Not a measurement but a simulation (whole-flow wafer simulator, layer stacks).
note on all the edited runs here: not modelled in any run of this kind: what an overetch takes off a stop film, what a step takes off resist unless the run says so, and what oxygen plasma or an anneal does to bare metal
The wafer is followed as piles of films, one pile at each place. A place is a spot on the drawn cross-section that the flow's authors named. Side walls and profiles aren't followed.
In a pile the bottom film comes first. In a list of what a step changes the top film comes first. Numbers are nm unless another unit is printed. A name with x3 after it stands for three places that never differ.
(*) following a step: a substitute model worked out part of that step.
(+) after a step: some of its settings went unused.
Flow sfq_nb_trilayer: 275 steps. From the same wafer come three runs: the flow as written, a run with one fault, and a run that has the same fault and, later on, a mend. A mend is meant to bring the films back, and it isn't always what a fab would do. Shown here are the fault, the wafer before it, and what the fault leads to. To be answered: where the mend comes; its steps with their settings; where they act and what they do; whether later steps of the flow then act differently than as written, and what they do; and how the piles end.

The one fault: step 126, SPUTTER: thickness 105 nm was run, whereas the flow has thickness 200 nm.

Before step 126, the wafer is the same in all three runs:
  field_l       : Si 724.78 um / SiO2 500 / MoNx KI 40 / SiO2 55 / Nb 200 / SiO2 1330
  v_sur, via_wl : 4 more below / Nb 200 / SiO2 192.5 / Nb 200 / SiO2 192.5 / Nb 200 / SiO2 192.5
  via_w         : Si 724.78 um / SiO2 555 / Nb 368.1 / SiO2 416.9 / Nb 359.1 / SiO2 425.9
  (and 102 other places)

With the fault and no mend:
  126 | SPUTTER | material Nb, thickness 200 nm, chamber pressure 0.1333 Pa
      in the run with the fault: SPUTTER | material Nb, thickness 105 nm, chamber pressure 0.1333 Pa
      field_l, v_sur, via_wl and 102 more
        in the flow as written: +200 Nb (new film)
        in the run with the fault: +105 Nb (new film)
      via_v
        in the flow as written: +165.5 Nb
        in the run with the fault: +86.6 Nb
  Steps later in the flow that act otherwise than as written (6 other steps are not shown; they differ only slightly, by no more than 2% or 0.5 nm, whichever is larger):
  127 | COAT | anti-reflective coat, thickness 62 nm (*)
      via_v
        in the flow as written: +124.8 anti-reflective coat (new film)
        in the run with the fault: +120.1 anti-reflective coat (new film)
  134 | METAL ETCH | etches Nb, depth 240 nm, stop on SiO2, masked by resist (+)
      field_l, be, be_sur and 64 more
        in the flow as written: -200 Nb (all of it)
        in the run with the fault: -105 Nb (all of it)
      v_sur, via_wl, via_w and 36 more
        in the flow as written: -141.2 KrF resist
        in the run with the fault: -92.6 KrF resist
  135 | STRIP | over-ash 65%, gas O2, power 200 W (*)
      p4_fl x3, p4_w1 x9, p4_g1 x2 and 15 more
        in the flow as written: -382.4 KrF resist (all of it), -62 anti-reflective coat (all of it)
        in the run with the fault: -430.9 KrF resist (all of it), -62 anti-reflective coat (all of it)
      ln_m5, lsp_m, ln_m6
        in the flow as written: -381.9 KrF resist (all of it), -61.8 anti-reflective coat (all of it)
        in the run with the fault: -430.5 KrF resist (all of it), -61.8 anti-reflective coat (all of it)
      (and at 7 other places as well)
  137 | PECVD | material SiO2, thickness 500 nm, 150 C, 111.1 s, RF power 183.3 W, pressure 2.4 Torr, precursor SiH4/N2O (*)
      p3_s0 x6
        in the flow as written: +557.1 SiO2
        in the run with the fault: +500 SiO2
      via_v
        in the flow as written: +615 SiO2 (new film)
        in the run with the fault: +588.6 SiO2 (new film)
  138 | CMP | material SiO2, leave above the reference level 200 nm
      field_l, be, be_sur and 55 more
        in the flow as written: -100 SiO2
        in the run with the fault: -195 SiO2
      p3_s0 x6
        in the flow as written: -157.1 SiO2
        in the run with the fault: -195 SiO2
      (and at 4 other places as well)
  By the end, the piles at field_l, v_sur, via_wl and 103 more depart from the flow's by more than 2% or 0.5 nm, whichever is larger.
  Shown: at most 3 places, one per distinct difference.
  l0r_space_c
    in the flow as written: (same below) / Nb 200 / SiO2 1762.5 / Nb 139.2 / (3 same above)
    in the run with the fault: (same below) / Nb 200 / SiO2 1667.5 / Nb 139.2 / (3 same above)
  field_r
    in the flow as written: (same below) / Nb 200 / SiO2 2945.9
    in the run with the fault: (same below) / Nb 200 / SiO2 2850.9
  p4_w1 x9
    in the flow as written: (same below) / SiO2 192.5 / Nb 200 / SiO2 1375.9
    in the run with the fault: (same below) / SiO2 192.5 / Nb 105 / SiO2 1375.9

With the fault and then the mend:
  The mend stands after step 126.
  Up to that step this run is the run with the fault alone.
  126a | SPUTTER | material Nb, thickness 95 nm, chamber pressure 0.1333 Pa (a further turn of the flow's step 126, with different settings)
      field_l, v_sur, via_wl and 102 more
        +95 Nb
      via_v
        +77.3 Nb
  Every later step of the flow that is run acts as written, at every place that is followed, to within 2% or 0.5 nm, whichever is larger.
  The piles end only slightly different from the flow's at the places that both follow, by no more than 2% or 0.5 nm, whichever is larger.
